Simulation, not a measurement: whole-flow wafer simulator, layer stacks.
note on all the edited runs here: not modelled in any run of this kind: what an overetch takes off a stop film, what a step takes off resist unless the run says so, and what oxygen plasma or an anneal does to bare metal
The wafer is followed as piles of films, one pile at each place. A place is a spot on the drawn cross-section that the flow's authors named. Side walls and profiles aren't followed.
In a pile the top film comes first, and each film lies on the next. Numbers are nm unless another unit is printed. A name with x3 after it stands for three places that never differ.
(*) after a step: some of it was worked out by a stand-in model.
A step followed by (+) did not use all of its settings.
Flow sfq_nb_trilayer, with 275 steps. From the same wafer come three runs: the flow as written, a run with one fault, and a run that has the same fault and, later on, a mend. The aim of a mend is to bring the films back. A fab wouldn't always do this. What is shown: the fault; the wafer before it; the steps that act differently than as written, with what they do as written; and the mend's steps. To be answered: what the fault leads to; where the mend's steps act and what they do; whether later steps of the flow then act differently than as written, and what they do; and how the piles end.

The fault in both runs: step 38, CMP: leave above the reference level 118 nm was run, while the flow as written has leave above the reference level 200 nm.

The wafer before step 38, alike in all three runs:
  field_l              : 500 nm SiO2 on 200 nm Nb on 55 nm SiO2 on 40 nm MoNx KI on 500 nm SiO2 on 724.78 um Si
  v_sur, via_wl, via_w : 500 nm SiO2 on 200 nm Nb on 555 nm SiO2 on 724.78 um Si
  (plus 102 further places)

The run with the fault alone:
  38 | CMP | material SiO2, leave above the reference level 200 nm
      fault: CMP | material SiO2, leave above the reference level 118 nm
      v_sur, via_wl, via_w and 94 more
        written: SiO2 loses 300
        fault: SiO2 loses 382
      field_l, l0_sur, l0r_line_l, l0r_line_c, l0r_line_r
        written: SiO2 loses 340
        fault: SiO2 loses 422
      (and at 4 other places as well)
  Steps later in the flow that act otherwise than as written (not shown: 3 more steps that differ only slightly, by at most 2% or 0.5 nm, whichever is larger):
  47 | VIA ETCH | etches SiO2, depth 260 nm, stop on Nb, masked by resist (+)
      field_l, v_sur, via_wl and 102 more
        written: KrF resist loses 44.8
        fault: KrF resist loses 30.5
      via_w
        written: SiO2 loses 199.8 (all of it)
        fault: SiO2 loses 117.8 (all of it)
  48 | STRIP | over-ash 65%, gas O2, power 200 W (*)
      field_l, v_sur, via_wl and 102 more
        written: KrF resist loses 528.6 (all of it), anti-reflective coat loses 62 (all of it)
        fault: KrF resist loses 543 (all of it), anti-reflective coat loses 62 (all of it)
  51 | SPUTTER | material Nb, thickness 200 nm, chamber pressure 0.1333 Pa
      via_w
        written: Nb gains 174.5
        fault: Nb gains 190.9
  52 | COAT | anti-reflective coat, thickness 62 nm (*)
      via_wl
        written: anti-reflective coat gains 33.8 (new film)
        fault: anti-reflective coat gains 38.7 (new film)
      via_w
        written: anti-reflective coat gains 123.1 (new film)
        fault: anti-reflective coat gains 104.6 (new film)
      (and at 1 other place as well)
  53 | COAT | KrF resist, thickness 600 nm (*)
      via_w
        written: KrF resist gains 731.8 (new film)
        fault: KrF resist gains 665.3 (new film)
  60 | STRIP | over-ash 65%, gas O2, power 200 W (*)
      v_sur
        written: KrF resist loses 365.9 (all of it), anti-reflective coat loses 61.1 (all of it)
        fault: KrF resist loses 373.7 (all of it), anti-reflective coat loses 60.4 (all of it)
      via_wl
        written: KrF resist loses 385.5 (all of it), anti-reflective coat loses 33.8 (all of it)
        fault: KrF resist loses 391 (all of it), anti-reflective coat loses 38.7 (all of it)
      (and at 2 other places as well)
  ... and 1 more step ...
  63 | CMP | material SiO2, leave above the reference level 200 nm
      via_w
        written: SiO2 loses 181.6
        fault: SiO2 loses 174
  The piles end different from the flow's at field_l, v_sur, via_wl and 103 more by more than 2% or 0.5 nm, whichever is larger.
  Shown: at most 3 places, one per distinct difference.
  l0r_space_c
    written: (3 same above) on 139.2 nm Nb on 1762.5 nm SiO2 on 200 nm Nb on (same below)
    fault: (3 same above) on 139.2 nm Nb on 1680.5 nm SiO2 on 200 nm Nb on (same below)
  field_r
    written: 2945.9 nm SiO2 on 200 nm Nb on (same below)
    fault: 2863.9 nm SiO2 on 200 nm Nb on (same below)
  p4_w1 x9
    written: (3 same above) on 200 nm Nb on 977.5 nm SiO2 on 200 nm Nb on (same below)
    fault: (3 same above) on 200 nm Nb on 895.5 nm SiO2 on 200 nm Nb on (same below)

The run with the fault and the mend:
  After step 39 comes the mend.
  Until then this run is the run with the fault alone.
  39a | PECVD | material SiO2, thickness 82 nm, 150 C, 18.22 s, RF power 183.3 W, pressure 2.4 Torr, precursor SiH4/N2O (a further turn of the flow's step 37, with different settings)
      field_l, v_sur, via_wl and 103 more
        SiO2 gains 82
  None of the later steps of the flow differs from how it acts as written, at any place that is followed, by more than 2% or 0.5 nm, whichever is larger.
  At the end the piles are close to the flow's at the places that both follow, differing by at most 2% or 0.5 nm, whichever is larger.
